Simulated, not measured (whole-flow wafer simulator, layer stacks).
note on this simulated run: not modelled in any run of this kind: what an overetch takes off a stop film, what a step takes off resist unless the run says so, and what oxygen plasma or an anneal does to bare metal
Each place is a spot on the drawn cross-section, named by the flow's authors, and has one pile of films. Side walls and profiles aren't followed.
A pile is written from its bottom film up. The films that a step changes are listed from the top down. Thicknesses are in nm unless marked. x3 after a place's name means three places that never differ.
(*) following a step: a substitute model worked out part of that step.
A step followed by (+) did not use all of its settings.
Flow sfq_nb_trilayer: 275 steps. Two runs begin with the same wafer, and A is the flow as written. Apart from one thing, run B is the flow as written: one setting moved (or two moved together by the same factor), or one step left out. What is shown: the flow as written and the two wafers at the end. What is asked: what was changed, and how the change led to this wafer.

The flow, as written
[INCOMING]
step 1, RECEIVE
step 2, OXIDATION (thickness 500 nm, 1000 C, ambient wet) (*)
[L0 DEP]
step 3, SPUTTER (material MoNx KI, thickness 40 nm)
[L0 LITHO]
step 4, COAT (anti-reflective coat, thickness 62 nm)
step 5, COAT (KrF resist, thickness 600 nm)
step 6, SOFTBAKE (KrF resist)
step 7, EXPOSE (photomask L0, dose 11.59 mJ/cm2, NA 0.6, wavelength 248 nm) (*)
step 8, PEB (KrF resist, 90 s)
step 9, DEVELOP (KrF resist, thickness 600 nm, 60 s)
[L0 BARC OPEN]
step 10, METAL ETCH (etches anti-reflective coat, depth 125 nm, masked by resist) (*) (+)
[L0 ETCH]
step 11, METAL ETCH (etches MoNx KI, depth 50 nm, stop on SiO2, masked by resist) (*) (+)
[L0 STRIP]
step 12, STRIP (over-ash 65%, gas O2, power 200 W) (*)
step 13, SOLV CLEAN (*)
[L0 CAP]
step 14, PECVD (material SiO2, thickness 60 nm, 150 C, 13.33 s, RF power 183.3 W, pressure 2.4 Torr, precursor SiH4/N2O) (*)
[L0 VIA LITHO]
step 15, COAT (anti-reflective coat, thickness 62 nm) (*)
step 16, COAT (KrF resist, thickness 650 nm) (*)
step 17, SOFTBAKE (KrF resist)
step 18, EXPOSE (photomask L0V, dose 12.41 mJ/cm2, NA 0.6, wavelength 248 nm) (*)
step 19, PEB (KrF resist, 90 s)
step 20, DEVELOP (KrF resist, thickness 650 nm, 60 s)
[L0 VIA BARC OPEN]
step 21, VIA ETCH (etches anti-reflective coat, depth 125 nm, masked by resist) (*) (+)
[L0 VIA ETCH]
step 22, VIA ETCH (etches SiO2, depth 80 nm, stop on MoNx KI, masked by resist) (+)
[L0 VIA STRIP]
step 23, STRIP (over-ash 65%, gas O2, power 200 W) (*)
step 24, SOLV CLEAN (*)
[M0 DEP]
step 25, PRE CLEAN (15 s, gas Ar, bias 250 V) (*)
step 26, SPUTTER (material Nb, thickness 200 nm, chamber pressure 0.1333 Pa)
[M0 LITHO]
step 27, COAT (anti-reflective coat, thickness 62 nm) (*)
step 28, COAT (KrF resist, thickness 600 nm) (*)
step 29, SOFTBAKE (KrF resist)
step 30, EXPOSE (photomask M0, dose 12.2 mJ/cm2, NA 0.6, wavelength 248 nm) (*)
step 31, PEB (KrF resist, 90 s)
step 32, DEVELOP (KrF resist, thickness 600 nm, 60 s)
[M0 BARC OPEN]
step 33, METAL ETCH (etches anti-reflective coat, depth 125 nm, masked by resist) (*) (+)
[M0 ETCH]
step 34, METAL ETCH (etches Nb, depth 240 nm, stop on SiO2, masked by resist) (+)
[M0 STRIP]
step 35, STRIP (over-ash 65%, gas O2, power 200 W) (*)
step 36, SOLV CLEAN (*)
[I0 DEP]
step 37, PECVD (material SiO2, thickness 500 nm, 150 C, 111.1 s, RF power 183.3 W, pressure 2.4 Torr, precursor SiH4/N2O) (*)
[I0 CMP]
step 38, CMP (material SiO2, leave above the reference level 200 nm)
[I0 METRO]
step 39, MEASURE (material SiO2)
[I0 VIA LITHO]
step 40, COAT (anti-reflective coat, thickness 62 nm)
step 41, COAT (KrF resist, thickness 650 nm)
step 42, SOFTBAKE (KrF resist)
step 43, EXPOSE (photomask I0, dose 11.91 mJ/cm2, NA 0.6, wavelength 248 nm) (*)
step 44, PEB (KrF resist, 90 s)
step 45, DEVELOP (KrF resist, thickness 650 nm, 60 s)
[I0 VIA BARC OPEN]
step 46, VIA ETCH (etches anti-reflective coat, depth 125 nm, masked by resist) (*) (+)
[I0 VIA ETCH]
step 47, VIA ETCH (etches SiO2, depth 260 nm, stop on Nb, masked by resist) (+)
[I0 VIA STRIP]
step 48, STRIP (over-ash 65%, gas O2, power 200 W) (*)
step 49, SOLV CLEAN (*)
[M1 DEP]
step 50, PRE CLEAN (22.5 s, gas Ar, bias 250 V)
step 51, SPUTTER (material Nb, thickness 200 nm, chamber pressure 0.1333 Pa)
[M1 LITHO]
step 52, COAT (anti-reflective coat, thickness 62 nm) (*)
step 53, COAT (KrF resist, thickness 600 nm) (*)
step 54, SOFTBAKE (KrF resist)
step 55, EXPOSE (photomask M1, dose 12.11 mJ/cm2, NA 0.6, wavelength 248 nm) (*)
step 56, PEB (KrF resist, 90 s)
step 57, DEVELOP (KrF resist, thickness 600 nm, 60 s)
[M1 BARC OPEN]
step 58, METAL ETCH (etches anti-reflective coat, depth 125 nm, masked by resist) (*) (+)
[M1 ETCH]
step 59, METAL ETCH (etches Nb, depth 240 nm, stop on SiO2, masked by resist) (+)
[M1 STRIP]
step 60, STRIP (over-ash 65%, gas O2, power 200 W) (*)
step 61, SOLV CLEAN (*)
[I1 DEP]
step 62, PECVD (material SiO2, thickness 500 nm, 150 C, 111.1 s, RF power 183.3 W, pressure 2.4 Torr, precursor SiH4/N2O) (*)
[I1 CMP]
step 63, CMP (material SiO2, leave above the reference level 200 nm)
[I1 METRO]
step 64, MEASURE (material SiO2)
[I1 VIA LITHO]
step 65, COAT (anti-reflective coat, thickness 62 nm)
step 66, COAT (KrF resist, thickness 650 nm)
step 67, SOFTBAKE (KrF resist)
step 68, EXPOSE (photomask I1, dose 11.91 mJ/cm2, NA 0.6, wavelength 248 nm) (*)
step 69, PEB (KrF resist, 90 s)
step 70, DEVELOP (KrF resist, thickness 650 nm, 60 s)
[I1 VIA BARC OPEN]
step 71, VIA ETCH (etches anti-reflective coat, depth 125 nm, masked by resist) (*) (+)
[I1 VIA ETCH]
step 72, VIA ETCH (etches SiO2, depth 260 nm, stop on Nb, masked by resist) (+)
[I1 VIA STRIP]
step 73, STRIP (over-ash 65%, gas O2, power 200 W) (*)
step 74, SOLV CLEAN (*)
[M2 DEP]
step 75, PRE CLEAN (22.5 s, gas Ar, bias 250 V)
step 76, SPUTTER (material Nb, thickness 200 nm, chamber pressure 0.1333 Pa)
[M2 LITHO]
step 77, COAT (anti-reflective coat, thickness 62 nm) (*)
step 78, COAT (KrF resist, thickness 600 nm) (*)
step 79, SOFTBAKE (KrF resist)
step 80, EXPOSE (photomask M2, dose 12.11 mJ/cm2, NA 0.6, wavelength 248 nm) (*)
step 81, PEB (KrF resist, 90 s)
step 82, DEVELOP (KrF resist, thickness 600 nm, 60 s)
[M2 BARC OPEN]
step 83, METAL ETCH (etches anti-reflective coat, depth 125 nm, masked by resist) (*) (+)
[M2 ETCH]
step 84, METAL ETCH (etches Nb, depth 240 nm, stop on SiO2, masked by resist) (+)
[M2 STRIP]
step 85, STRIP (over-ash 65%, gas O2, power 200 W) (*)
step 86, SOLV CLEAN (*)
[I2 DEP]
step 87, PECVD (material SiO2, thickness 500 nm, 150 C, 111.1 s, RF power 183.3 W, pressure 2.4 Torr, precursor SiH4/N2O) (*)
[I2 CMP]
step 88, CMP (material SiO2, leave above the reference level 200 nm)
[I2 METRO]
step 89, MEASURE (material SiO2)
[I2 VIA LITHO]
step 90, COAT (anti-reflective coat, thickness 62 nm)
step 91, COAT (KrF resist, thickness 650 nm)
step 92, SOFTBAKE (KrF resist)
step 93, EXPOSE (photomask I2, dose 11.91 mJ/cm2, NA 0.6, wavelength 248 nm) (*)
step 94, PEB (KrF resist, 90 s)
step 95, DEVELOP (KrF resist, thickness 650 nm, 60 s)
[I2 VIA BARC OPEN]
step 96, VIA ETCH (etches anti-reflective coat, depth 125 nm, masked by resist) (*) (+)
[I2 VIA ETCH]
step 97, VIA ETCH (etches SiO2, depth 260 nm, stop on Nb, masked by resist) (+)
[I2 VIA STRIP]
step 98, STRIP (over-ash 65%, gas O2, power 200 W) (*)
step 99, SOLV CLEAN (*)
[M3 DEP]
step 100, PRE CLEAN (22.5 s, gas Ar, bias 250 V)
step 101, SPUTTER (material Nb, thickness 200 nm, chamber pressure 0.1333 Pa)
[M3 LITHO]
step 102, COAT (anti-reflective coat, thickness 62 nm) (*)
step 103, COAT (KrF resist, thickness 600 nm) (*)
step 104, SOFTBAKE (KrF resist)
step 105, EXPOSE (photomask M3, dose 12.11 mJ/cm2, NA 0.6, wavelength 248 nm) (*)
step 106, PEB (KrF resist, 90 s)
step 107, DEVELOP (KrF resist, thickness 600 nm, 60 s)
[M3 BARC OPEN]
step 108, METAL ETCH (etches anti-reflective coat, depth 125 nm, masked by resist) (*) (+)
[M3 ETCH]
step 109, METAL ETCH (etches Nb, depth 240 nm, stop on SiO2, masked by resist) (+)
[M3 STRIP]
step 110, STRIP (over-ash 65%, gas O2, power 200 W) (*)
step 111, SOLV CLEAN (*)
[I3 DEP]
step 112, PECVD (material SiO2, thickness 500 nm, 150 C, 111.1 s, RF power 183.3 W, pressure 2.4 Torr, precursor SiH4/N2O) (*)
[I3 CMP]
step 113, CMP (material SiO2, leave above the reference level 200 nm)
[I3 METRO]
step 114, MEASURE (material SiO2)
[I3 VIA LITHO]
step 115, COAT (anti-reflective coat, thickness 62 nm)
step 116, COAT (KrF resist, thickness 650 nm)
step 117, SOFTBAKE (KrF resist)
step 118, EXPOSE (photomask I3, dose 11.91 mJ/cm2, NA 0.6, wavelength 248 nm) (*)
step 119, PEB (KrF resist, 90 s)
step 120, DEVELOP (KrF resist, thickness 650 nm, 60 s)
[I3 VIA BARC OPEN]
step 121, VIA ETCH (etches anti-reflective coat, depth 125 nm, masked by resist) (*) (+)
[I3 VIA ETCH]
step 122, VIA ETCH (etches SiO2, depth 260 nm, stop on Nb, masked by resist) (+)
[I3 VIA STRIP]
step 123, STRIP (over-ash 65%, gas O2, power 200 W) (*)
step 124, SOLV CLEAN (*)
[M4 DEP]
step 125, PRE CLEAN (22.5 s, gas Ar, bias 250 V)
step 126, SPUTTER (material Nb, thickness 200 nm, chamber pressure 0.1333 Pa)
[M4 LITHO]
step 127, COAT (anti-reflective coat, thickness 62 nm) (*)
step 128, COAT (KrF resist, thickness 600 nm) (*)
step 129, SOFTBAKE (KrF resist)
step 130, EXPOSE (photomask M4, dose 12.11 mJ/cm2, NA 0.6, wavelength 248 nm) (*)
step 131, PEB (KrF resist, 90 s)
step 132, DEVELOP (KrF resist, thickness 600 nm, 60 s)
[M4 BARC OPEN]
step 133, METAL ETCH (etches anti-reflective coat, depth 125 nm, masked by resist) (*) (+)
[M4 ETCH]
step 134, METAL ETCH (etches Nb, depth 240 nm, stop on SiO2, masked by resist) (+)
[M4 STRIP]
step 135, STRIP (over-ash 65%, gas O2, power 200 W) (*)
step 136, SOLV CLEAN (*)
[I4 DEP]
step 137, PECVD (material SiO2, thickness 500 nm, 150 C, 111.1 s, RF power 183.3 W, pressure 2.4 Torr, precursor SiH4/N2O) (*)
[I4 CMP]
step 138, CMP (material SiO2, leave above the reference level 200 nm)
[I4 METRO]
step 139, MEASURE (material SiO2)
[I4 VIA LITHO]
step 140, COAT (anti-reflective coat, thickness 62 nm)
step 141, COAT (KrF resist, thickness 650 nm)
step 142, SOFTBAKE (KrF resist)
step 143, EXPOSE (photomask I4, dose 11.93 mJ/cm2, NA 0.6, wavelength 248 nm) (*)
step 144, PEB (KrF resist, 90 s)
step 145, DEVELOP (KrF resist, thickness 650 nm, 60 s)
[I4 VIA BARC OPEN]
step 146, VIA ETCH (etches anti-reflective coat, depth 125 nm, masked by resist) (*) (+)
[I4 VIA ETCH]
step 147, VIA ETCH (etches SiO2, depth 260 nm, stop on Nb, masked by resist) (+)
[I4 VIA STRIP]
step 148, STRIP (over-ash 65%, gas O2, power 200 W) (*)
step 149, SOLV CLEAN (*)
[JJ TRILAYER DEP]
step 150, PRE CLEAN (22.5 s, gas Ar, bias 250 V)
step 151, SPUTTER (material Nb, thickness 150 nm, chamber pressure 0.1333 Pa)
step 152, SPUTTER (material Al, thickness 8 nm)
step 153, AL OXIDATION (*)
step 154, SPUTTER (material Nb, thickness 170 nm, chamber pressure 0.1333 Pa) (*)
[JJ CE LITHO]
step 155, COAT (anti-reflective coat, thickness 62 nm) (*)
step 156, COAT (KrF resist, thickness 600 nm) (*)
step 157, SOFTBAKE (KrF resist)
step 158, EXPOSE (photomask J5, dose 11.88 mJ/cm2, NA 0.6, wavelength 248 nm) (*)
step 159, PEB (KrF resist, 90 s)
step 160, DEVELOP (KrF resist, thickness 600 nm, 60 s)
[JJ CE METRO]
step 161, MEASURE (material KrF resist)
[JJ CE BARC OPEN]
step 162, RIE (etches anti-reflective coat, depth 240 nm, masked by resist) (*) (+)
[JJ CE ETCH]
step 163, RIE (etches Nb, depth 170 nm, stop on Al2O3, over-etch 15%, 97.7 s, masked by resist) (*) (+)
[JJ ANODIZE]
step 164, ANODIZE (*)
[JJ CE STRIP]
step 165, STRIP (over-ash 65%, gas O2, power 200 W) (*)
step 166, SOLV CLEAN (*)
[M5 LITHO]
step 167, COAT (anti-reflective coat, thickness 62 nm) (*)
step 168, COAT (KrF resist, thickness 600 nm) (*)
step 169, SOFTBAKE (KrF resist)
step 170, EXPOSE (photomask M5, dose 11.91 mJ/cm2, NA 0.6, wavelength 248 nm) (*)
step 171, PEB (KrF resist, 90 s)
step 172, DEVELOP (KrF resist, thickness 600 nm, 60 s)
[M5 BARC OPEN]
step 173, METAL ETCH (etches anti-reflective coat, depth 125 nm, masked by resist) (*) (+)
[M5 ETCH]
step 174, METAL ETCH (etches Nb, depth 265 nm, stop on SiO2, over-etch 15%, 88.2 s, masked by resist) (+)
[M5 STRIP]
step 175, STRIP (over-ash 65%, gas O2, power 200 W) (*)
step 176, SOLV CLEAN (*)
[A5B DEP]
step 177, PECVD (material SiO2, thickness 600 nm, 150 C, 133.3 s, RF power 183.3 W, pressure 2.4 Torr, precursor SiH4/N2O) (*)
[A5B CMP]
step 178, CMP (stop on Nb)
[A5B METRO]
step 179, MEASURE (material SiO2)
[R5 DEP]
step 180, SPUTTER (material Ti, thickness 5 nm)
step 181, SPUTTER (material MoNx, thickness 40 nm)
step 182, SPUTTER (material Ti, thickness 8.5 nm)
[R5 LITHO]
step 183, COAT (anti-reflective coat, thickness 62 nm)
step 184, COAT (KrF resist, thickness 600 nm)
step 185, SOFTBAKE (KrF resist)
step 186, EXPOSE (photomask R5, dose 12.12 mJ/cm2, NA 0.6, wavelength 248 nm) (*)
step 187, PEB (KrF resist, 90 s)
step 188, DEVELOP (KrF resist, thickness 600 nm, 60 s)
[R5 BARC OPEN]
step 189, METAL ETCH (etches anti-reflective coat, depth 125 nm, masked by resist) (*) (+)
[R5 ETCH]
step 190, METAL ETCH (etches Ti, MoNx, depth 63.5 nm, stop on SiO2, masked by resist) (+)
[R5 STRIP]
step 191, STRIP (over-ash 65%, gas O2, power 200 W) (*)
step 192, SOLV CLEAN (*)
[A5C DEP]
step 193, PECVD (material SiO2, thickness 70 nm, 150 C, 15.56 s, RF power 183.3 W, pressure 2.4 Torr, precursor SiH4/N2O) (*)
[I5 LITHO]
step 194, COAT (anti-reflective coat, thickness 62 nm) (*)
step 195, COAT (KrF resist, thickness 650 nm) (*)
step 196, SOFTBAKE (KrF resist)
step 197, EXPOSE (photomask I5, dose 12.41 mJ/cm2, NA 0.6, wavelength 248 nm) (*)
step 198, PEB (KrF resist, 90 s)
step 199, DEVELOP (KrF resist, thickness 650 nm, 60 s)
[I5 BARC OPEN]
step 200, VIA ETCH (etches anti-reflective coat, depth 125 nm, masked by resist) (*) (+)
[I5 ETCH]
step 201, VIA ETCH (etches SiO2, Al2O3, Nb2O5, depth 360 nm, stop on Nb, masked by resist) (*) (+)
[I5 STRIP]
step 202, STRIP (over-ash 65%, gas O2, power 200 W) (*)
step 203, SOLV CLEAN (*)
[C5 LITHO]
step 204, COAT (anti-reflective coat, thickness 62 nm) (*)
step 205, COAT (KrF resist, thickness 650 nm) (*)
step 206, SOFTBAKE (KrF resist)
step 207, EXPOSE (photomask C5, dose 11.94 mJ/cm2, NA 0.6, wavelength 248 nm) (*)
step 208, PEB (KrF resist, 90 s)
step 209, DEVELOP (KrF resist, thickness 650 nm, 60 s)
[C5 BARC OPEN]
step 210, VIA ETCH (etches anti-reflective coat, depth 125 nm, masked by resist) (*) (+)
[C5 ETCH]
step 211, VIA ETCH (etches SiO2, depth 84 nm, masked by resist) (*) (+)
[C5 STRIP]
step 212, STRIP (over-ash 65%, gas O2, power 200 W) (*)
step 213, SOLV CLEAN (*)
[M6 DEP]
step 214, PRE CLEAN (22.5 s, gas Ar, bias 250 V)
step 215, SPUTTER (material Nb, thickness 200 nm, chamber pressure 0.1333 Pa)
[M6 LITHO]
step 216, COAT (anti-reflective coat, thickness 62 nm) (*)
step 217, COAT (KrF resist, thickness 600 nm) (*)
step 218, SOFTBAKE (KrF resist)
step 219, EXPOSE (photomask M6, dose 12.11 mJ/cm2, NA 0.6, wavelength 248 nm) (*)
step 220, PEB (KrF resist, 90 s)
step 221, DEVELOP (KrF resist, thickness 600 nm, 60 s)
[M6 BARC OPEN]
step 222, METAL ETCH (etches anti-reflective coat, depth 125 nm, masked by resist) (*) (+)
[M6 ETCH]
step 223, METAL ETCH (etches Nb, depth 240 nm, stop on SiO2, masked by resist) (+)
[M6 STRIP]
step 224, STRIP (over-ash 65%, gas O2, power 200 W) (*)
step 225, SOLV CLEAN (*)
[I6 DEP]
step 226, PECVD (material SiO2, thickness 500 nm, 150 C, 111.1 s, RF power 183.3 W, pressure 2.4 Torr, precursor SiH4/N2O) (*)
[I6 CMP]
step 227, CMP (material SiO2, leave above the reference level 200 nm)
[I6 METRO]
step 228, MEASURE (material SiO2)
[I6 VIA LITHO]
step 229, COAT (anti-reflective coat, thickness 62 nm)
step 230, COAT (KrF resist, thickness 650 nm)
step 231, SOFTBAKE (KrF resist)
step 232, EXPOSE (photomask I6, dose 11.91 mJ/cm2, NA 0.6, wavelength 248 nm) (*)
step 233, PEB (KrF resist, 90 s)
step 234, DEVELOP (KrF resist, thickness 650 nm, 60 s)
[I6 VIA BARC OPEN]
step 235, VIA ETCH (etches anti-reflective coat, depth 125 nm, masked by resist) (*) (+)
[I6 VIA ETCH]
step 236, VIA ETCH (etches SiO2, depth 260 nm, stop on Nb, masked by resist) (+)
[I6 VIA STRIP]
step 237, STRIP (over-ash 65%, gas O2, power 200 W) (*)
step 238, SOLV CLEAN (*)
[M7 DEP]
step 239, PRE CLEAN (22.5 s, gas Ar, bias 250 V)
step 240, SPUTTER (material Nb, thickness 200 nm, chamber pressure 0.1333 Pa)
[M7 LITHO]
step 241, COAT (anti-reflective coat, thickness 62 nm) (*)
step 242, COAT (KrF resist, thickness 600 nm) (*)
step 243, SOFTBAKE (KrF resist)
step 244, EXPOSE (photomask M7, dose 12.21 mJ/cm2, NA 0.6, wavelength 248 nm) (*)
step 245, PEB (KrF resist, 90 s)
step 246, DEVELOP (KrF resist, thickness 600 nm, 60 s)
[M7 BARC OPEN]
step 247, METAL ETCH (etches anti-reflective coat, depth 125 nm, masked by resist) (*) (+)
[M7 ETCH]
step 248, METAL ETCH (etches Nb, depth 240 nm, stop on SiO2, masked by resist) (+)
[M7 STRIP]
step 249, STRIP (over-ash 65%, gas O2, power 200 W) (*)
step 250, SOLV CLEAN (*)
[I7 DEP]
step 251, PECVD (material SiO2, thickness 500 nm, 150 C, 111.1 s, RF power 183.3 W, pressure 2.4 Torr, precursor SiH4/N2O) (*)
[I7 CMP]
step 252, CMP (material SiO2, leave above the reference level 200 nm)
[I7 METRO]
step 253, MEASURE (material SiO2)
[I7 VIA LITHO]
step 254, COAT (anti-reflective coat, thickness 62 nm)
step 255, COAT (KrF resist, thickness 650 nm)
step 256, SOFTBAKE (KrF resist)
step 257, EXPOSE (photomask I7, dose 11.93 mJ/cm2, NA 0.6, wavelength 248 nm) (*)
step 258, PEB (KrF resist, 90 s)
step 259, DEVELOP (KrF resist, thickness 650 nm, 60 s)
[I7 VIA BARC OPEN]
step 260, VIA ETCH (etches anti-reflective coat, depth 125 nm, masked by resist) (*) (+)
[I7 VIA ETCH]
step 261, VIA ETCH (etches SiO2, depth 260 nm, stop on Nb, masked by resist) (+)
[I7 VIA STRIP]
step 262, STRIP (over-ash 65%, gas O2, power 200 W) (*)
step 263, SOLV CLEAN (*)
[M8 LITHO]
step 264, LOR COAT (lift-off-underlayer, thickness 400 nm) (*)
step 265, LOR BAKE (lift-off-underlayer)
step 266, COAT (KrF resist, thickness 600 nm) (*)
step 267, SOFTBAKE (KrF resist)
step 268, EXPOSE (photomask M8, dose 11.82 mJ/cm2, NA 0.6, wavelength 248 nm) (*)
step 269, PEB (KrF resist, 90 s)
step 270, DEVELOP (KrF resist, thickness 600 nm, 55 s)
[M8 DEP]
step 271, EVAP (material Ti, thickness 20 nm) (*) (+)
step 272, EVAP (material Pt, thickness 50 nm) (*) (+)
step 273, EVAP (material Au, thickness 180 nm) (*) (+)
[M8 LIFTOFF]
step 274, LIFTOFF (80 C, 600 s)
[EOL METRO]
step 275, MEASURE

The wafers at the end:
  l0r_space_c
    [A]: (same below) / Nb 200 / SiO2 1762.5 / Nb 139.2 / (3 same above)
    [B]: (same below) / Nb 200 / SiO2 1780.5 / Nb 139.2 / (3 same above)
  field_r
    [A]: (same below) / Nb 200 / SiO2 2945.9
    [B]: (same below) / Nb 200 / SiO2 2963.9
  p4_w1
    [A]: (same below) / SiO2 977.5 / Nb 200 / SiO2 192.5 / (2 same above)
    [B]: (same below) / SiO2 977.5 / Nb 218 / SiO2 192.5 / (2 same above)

The reason: step 101, SPUTTER: thickness 218 nm was run, whereas the flow has thickness 200 nm.
One can read it off the wafer: p4_w1 has Nb 218, and step 101 as written asks for 200 nm.

Step by step, how the change led to this:
  step 101, SPUTTER (material Nb, thickness 200 nm, chamber pressure 0.1333 Pa)
      field_l, v_sur, via_wl and 102 more: A Nb gains 200 (new film) | B Nb gains 218 (new film)
      via_w: A Nb gains 165.5 | B Nb gains 180.6
  step 109, METAL ETCH (etches Nb, depth 240 nm, stop on SiO2, masked by resist) (+)
      field_l, be, be_sur and 72 more: A Nb loses 200 (all of it) | B Nb loses 218 (all of it)
  step 112, PECVD (material SiO2, thickness 500 nm, 150 C, 111.1 s, RF power 183.3 W, pressure 2.4 Torr, precursor SiH4/N2O) (*)
      p4_g1, p4_g2, p3_s0, p3_s1, p3_s2, p3_s3, p3_s4, p3_s5: A SiO2 gains 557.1 | B SiO2 gains 575.1
  step 113, CMP (material SiO2, leave above the reference level 200 nm)
      field_l, be, be_sur and 64 more: A SiO2 loses 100 | B SiO2 loses 82
